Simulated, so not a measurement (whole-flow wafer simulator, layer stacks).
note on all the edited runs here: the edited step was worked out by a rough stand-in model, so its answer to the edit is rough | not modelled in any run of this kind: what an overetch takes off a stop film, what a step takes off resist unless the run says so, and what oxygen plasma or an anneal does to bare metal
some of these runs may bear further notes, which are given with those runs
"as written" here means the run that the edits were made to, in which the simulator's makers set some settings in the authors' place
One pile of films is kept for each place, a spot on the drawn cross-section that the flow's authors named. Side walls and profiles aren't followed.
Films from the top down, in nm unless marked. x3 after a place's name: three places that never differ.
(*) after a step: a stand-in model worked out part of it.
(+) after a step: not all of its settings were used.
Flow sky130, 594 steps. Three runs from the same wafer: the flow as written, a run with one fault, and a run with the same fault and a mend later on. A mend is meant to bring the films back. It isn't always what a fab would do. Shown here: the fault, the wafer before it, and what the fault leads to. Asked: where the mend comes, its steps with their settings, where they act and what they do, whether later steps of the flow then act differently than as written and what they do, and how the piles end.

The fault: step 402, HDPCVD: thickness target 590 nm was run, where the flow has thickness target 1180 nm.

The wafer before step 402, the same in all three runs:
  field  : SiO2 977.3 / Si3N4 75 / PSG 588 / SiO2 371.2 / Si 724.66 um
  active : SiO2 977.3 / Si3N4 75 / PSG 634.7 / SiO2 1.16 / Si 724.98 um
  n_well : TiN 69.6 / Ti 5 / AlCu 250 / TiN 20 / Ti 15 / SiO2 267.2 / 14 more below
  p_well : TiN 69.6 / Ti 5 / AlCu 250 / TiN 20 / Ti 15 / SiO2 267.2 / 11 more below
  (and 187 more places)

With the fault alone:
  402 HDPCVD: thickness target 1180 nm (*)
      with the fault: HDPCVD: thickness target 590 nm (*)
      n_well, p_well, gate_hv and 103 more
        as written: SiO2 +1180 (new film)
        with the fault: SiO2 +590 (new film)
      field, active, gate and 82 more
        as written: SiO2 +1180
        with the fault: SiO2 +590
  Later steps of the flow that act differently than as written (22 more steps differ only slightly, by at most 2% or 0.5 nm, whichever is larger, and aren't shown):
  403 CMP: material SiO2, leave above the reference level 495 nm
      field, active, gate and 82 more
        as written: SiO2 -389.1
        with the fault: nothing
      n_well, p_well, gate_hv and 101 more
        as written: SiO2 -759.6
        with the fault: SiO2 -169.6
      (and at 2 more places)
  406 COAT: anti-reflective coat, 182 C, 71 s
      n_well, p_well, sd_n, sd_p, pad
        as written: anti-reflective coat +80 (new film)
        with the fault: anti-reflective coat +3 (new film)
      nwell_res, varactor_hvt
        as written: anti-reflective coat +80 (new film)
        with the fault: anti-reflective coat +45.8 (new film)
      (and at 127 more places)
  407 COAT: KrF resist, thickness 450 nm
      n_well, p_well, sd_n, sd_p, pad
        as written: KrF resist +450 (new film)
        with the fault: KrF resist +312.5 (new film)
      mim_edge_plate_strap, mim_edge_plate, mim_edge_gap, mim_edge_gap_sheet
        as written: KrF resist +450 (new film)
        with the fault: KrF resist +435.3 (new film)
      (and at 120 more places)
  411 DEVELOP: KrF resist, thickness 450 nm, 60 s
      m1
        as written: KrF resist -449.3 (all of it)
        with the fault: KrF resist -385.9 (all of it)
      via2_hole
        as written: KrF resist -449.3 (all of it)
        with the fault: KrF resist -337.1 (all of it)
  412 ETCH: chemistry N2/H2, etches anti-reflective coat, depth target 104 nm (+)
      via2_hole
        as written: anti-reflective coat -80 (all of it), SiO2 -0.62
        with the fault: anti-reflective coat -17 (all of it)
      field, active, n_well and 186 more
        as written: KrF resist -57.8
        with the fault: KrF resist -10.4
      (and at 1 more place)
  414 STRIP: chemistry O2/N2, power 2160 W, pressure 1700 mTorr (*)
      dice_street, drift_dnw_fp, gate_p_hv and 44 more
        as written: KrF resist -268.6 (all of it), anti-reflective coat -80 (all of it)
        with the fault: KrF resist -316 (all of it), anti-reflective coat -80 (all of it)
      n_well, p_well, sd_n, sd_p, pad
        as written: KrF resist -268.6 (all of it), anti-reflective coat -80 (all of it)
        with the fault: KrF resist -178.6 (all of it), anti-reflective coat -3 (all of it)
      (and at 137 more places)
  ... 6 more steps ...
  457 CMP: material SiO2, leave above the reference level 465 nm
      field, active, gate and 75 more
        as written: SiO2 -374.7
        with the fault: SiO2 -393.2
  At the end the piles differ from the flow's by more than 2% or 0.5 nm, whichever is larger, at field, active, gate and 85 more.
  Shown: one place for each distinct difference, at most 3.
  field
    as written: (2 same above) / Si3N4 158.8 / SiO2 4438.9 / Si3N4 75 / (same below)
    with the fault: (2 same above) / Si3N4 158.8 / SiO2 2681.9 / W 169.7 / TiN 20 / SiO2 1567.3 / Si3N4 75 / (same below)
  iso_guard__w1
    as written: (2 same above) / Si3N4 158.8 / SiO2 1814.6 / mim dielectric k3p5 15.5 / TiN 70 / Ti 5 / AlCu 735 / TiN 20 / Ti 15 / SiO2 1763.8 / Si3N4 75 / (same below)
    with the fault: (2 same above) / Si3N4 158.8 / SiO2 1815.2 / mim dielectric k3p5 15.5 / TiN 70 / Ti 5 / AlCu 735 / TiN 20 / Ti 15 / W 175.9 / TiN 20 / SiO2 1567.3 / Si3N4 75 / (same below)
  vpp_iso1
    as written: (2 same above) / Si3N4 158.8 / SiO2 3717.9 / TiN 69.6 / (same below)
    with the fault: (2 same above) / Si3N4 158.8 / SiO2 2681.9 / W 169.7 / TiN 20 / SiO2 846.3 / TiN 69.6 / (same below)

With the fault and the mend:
  The mend comes after step 402.
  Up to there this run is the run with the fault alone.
  402a HDPCVD: thickness target 590 nm (*) (the flow's step 402 once more, with other settings)
      field, active, n_well and 188 more
        SiO2 +590
  No later step of the flow acts differently than as written, at any place that is followed, by more than 2% or 0.5 nm, whichever is larger.
  At the end the piles are the same as the flow's at every place that both follow.
